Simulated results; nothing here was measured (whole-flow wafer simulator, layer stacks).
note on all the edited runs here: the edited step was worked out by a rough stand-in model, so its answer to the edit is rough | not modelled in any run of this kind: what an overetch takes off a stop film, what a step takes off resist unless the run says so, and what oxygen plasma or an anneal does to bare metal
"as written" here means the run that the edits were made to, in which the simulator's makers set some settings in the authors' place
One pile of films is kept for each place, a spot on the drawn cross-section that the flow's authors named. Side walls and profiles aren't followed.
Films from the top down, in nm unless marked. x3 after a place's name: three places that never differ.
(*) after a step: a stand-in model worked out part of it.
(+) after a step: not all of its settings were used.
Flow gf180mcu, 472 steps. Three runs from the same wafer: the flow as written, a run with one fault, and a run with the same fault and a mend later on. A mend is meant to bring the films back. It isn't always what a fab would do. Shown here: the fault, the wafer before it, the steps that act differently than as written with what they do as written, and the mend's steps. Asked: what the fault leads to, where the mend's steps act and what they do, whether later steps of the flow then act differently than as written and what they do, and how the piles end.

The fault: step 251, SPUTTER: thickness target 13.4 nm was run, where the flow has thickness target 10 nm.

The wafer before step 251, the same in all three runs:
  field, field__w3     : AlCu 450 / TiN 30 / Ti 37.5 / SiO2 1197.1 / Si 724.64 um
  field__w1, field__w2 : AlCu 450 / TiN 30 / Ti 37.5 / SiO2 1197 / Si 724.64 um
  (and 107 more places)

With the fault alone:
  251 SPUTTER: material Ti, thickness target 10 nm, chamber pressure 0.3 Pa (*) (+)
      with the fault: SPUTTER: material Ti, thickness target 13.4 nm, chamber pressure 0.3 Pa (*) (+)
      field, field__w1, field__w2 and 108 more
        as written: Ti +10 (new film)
        with the fault: Ti +13.4 (new film)
  Later steps of the flow that act differently than as written (5 more steps differ only slightly, by at most 2% or 0.5 nm, whichever is larger, and aren't shown):
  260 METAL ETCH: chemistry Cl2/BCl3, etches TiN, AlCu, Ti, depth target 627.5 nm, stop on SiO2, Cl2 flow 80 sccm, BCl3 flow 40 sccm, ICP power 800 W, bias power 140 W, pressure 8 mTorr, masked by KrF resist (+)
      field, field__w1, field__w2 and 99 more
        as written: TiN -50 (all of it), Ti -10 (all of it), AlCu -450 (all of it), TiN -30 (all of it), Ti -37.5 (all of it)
        with the fault: TiN -50 (all of it), Ti -13.4 (all of it), AlCu -450 (all of it), TiN -30 (all of it), Ti -37.5 (all of it)
  At the end the piles differ from the flow's by more than 2% or 0.5 nm, whichever is larger, at field__w8, contact, m1 and 6 more.
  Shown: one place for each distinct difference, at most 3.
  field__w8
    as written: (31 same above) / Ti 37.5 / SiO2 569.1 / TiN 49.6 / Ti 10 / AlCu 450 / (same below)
    with the fault: (31 same above) / Ti 37.5 / SiO2 565.7 / TiN 49.6 / Ti 13.4 / AlCu 450 / (same below)
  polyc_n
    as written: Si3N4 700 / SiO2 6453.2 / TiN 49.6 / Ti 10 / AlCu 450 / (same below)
    with the fault: Si3N4 700 / SiO2 6449.8 / TiN 49.6 / Ti 13.4 / AlCu 450 / (same below)
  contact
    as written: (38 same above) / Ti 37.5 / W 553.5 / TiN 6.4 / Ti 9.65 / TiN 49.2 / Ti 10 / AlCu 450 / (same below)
    with the fault: (38 same above) / Ti 37.5 / W 550.1 / TiN 6.42 / Ti 9.67 / TiN 49.2 / Ti 13.4 / AlCu 450 / (same below)

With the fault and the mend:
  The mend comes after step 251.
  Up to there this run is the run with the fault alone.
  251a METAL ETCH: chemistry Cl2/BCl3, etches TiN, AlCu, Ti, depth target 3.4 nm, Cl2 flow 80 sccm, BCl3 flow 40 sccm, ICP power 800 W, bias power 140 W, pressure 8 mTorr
      field, field__w1, field__w2 and 108 more
        Ti -3.4
  No later step of the flow acts differently than as written at any place that is followed.
  At the end the piles are the same as the flow's at every place that both follow.
